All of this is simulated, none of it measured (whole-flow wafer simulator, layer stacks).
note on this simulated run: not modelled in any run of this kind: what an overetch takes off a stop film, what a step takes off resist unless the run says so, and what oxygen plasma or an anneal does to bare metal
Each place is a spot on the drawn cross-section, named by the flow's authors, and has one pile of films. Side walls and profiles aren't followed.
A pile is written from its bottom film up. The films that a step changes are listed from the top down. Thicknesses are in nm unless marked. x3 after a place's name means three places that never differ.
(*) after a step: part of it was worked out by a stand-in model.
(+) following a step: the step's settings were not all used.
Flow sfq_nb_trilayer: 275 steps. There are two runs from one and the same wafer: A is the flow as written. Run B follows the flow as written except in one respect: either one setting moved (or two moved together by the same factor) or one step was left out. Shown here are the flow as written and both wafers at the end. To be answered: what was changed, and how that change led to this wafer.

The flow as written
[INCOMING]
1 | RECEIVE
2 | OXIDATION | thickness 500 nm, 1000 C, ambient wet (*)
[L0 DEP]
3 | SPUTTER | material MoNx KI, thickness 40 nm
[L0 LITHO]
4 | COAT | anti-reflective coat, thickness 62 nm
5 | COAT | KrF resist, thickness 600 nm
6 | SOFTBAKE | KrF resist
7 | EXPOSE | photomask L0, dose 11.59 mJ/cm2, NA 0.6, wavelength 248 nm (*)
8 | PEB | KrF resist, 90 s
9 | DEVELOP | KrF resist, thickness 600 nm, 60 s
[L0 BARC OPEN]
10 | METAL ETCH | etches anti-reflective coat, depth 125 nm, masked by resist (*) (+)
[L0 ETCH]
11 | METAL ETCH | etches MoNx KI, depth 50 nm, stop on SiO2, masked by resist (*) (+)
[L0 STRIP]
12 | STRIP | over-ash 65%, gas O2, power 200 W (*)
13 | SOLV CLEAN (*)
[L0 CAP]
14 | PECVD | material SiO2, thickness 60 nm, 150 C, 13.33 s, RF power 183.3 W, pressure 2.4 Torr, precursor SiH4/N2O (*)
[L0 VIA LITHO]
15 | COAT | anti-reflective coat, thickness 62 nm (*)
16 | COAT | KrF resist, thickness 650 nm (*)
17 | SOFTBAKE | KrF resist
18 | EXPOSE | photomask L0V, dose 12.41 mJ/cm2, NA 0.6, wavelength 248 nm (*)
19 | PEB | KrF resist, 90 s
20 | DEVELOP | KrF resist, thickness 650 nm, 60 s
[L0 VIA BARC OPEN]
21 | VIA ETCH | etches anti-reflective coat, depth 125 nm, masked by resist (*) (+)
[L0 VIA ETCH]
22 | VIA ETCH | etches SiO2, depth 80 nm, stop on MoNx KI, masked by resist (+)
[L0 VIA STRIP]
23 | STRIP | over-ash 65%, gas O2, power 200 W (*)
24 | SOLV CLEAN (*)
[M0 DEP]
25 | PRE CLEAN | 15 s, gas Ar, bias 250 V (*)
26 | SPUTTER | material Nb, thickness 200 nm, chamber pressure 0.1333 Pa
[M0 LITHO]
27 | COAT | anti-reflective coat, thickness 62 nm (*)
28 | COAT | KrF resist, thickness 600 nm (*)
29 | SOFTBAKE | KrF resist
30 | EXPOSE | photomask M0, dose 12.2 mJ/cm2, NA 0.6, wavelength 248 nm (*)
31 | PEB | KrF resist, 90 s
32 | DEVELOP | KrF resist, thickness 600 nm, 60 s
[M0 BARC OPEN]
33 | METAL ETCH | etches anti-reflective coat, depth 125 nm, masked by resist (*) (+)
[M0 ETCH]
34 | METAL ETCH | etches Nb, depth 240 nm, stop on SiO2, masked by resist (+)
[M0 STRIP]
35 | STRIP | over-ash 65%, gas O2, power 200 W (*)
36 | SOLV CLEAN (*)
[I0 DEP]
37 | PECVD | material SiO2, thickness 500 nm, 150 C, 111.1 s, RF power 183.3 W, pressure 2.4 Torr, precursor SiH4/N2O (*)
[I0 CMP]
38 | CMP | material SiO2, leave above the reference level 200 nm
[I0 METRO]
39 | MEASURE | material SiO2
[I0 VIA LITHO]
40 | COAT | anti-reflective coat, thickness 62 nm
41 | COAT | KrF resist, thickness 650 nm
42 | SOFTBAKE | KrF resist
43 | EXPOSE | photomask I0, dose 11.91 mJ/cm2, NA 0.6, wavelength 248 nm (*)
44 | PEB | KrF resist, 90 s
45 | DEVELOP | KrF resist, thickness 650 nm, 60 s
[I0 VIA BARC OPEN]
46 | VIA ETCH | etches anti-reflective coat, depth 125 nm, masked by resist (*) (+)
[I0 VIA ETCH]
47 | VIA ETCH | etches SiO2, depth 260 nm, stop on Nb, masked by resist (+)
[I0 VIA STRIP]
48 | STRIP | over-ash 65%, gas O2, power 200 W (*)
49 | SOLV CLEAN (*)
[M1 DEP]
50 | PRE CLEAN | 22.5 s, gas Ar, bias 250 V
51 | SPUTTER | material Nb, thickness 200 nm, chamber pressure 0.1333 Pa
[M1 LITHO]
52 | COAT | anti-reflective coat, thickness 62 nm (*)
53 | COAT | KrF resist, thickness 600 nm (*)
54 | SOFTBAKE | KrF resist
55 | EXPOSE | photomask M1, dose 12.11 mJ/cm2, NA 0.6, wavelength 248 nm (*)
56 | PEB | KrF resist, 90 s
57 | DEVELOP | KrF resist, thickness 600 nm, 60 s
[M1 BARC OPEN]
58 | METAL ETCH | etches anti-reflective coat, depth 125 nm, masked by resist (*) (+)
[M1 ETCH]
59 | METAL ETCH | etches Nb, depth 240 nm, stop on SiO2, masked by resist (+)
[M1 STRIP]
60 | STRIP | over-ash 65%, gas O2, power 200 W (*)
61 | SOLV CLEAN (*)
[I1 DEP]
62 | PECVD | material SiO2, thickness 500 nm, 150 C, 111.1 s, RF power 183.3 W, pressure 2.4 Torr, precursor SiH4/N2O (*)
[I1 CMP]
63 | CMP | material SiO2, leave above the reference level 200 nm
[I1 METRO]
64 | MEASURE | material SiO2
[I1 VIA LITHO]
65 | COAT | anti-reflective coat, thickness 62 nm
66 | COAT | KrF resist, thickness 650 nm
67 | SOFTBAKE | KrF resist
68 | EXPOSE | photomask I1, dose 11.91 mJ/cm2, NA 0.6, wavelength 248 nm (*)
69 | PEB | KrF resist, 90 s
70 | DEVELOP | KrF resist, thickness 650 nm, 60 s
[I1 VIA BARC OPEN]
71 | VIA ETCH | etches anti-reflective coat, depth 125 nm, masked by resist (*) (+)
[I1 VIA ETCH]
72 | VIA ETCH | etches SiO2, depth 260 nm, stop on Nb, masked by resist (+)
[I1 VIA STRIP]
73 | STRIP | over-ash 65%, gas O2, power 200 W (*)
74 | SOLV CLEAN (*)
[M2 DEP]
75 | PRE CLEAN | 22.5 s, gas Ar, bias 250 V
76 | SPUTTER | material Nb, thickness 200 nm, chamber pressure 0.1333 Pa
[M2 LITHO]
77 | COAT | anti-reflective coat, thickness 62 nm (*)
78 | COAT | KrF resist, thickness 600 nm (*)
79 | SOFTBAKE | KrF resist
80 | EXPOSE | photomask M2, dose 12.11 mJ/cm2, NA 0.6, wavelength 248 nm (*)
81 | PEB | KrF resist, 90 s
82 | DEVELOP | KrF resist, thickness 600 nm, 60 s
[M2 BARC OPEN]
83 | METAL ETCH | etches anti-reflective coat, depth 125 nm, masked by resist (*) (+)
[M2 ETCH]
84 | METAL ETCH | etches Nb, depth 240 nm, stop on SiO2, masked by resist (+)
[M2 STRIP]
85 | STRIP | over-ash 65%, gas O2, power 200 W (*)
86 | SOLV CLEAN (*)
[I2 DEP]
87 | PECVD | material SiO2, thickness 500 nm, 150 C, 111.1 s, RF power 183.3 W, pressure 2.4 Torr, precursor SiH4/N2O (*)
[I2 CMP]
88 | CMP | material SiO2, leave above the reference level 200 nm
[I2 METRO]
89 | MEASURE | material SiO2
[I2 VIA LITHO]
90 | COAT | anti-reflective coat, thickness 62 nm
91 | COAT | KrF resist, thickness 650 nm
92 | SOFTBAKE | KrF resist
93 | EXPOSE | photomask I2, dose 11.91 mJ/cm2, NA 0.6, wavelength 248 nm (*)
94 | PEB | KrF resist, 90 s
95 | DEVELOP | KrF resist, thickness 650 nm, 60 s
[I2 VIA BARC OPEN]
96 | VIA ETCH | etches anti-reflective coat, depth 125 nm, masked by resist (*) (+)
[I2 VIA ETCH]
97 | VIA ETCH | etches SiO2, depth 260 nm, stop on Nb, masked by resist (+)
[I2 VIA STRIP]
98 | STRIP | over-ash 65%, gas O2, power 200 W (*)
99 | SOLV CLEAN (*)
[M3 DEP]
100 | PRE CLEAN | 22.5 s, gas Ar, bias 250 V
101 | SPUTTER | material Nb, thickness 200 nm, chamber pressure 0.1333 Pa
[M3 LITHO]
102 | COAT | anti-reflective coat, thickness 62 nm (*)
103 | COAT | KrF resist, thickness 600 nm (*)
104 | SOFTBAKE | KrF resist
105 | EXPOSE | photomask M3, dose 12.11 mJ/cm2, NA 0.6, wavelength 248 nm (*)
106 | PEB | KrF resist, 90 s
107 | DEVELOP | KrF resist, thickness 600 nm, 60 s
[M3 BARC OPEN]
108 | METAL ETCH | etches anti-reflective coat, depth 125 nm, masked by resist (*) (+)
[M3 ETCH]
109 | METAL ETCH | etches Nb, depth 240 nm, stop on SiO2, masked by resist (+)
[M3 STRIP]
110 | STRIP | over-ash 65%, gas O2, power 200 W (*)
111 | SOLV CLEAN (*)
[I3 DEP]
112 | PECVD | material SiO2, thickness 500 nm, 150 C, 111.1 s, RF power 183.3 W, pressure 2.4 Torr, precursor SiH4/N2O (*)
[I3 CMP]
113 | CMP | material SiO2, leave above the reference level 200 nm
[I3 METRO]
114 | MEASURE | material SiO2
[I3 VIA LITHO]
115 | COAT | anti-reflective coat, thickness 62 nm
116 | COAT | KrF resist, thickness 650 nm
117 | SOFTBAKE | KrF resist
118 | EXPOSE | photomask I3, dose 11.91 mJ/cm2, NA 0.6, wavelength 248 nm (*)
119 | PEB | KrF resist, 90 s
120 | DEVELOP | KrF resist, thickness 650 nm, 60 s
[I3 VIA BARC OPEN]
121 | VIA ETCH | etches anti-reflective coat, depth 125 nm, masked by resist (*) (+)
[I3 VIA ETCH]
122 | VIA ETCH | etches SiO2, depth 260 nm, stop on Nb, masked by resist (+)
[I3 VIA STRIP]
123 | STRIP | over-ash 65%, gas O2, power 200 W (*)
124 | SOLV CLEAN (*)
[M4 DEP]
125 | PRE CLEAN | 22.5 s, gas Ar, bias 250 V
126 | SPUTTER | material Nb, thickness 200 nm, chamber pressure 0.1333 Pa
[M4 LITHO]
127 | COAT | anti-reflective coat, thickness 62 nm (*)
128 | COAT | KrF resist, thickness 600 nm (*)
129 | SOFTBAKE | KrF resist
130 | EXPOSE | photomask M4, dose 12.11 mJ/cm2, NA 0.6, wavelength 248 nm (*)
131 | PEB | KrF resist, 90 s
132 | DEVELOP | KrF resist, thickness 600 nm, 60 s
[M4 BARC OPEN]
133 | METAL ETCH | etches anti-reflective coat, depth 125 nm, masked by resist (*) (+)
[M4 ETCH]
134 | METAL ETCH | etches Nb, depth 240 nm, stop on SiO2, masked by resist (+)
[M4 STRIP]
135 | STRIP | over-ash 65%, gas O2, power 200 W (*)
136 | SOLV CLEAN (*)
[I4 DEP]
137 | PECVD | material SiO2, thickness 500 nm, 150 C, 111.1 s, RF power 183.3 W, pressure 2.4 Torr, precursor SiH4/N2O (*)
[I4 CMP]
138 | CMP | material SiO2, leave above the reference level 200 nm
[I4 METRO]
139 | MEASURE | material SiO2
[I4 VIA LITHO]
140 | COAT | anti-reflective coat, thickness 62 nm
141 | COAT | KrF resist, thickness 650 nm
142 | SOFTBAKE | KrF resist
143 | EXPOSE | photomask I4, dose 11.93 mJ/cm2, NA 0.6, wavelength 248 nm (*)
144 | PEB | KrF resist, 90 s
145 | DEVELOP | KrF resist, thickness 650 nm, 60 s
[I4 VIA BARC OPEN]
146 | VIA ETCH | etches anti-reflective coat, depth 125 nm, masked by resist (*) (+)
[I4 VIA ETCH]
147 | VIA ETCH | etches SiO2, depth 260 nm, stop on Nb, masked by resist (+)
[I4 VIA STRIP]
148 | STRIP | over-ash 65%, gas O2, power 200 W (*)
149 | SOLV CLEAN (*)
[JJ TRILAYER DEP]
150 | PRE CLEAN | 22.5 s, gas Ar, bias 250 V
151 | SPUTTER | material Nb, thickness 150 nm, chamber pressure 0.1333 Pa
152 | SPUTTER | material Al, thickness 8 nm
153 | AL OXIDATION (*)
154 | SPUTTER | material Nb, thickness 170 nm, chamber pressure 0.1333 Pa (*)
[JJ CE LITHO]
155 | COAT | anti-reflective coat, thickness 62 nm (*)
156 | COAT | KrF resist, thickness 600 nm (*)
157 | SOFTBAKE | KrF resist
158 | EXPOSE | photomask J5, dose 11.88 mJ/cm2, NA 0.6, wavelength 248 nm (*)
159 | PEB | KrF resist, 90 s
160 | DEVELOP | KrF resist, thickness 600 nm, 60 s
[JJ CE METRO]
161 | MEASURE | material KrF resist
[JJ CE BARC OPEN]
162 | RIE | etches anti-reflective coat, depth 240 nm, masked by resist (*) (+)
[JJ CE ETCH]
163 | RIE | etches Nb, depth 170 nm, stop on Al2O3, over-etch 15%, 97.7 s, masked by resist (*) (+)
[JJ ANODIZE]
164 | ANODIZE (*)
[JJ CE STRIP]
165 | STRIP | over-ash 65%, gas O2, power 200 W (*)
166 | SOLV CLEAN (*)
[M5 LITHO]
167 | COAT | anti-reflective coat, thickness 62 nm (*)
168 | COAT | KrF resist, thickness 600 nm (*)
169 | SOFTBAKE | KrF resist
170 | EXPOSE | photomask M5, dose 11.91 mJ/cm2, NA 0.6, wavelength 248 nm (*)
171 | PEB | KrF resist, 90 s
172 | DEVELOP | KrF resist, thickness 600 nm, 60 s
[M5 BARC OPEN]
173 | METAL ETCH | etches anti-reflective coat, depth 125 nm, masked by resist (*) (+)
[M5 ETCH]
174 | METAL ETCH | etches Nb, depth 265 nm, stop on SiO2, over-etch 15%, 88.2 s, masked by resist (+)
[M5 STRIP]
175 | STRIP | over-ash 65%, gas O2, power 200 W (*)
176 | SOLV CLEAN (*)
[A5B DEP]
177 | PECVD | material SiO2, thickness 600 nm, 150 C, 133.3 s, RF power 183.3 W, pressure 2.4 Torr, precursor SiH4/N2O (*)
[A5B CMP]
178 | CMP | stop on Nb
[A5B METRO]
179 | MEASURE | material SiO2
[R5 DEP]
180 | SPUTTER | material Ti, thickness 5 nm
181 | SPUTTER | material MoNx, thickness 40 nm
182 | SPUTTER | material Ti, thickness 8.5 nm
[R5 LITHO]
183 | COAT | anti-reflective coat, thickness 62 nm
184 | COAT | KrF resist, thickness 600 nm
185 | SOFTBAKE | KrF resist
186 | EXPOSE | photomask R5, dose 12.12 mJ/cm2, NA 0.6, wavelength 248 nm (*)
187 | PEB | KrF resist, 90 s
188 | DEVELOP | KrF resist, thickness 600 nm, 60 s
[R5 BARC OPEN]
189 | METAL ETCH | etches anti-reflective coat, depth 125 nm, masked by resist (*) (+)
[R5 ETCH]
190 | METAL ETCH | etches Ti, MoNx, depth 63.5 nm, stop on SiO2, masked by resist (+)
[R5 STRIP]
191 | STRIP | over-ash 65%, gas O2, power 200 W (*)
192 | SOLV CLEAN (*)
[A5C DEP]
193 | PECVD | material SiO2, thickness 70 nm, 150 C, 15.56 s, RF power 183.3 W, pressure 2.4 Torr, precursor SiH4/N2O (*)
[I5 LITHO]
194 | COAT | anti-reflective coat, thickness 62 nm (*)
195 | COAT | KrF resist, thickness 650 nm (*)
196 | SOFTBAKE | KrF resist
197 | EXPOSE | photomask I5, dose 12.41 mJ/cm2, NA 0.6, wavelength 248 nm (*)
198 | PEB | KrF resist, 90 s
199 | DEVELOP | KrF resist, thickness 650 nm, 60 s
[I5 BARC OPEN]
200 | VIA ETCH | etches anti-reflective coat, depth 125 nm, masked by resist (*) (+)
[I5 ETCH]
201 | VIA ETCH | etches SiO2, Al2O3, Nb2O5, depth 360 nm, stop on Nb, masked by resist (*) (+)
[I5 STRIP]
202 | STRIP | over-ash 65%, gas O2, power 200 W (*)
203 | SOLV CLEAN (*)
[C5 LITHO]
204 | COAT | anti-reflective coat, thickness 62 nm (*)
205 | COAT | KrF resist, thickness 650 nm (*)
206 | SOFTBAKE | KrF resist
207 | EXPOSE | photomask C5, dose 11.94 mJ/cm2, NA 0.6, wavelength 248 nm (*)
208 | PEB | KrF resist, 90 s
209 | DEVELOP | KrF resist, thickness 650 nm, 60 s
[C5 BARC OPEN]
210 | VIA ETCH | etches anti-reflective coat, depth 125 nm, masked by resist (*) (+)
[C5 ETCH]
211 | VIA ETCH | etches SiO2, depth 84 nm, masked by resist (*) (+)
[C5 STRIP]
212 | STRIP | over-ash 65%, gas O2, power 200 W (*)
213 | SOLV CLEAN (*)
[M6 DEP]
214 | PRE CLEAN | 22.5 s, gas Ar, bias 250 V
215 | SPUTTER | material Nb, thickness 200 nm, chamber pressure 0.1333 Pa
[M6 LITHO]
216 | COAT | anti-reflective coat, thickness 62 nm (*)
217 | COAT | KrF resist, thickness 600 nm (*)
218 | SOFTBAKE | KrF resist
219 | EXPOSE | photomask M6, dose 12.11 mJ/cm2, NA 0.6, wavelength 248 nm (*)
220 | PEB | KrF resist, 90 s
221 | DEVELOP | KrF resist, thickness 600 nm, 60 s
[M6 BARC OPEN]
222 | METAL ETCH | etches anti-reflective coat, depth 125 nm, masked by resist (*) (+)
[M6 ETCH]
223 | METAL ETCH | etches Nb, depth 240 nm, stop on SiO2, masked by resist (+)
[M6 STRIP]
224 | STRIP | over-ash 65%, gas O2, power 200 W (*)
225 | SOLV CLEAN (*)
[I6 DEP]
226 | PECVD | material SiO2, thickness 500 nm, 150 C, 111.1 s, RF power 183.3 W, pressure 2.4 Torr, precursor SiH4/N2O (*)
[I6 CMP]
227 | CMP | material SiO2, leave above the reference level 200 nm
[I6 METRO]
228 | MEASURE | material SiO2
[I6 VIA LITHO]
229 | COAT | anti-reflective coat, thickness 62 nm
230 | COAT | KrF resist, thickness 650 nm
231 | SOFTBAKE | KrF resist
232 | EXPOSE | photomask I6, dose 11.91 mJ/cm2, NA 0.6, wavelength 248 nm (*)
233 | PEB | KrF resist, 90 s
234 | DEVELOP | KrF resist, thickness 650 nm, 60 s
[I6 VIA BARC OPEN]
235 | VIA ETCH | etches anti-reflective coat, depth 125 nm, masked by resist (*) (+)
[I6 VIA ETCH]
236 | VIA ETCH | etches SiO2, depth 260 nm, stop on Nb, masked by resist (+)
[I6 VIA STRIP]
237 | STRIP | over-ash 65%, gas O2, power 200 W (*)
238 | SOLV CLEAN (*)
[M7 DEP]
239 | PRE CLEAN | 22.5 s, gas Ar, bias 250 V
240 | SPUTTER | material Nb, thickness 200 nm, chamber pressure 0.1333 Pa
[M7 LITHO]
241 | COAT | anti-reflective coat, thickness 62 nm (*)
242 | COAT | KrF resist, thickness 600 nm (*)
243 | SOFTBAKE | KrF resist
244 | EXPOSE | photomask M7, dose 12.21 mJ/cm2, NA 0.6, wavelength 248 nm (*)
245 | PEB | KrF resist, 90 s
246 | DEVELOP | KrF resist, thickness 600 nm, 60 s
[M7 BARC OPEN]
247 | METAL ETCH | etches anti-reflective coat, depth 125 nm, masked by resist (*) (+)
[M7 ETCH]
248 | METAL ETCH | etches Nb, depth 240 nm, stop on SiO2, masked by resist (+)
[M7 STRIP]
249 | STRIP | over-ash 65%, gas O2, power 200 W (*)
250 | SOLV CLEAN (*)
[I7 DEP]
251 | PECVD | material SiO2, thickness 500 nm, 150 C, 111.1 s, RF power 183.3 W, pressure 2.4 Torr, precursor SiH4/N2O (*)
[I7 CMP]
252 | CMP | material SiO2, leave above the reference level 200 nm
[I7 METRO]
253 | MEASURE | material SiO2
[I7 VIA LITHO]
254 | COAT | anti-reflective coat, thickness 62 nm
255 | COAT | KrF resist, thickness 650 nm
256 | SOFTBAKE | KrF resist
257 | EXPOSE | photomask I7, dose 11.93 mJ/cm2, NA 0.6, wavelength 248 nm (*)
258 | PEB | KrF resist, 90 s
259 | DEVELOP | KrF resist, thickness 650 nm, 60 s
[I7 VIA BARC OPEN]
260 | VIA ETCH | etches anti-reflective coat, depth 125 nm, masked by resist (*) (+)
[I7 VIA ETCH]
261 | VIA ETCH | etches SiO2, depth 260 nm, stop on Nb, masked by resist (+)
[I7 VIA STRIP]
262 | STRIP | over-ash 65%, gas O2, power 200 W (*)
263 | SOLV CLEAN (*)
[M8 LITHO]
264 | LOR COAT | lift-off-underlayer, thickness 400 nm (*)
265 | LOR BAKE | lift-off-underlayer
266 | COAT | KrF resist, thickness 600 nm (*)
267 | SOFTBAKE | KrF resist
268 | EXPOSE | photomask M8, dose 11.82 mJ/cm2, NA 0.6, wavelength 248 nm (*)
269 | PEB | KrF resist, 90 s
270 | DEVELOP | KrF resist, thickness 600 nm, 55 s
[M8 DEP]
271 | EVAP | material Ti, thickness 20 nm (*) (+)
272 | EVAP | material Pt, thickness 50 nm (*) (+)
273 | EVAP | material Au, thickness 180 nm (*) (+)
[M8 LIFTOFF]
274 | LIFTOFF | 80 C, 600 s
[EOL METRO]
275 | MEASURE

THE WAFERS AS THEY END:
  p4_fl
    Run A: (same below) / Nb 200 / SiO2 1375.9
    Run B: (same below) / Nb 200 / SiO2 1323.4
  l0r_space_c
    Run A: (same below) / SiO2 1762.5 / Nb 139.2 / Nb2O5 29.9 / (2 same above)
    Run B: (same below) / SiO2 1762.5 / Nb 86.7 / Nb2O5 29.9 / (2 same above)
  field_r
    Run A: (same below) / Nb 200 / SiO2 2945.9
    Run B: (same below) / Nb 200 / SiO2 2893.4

What caused this: step 151, SPUTTER: thickness 97.5 nm was run, while the flow as written has thickness 150 nm.

How this came from the change, step by step:
  151 | SPUTTER | material Nb, thickness 150 nm, chamber pressure 0.1333 Pa
      field_l, v_sur, via_sp and 100 more: A +150 Nb (new film) | B +97.5 Nb (new film)
      via_wl, via_wr: A +130.4 Nb | B +69.6 Nb
      (and at 1 other place as well)
  154 | SPUTTER | material Nb, thickness 170 nm, chamber pressure 0.1333 Pa (*)
      via_w: A +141 Nb (new film) | B +144.5 Nb (new film)
  155 | COAT | anti-reflective coat, thickness 62 nm (*)
      via_wl, via_wr: A +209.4 anti-reflective coat (new film) | B +231.7 anti-reflective coat (new film)
      via_w: A +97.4 anti-reflective coat (new film) | B +99.7 anti-reflective coat (new film)
  162 | RIE | etches anti-reflective coat, depth 240 nm, masked by resist (*) (+)
      ce_l, c5j, ce_r, wl_jj: A -209.4 KrF resist | B -231.7 KrF resist
      via_wl, via_wr: A -209.4 anti-reflective coat (all of it) | B -231.7 anti-reflective coat (all of it)
      (and at 1 other place as well)
  163 | RIE | etches Nb, depth 170 nm, stop on Al2O3, over-etch 15%, 97.7 s, masked by resist (*) (+)
      via_w: A -141 Nb (all of it), -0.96 Al2O3 (all of it) | B -144.5 Nb (all of it), -0.96 Al2O3 (all of it)
  164 | ANODIZE (*)
      via_wl, via_wr: A +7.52 Al2O3 (new film), +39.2 Nb2O5 (new film), -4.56 Al (all of it), -14.1 Nb | B +7.98 Al2O3 (new film), +38.4 Nb2O5 (new film), -4.84 Al (all of it), -13.8 Nb
  165 | STRIP | over-ash 65%, gas O2, power 200 W (*)
      ce_l: A -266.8 KrF resist (all of it), -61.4 anti-reflective coat (all of it) | B -244.6 KrF resist (all of it), -61.5 anti-reflective coat (all of it)
      c5j: A -266.9 KrF resist (all of it), -61.5 anti-reflective coat (all of it) | B -244.6 KrF resist (all of it), -61.5 anti-reflective coat (all of it)
      (and at 2 other places as well)
  167 | COAT | anti-reflective coat, thickness 62 nm (*)
      via_wl: A +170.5 anti-reflective coat (new film) | B +177.4 anti-reflective coat (new film)
      via_w: A +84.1 anti-reflective coat (new film) | B +78.5 anti-reflective coat (new film)
      (and at 2 other places as well)
  174 | METAL ETCH | etches Nb, depth 265 nm, stop on SiO2, over-etch 15%, 88.2 s, masked by resist (+)
      field_l, r_sur, res and 50 more: A -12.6 Al2O3 (all of it), -29.9 Nb2O5 (all of it), -139.2 Nb (all of it), -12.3 SiO2 | B -12.6 Al2O3 (all of it), -29.9 Nb2O5 (all of it), -86.7 Nb (all of it), -17.5 SiO2
  175 | STRIP | over-ash 65%, gas O2, power 200 W (*)
      via_wl: A -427 KrF resist (all of it), -170.5 anti-reflective coat (all of it) | B -429.9 KrF resist (all of it), -177.4 anti-reflective coat (all of it)
      via_w: A -503.5 KrF resist (all of it), -84.1 anti-reflective coat (all of it) | B -497.7 KrF resist (all of it), -78.5 anti-reflective coat (all of it)
      (and at 2 other places as well)
  177 | PECVD | material SiO2, thickness 600 nm, 150 C, 133.3 s, RF power 183.3 W, pressure 2.4 Torr, precursor SiH4/N2O (*)
      via_wl, via_wr: A +600 SiO2 (new film) | B +616.7 SiO2 (new film)
  178 | CMP | stop on Nb
      field_l, p4_fl, p4_fm and 39 more: A -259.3 SiO2 | B -306.6 SiO2
      r_sur, res, r_end, moat, field_r, lsp_l: A -252.3 SiO2 | B -306.6 SiO2
      (and at 8 other places as well)
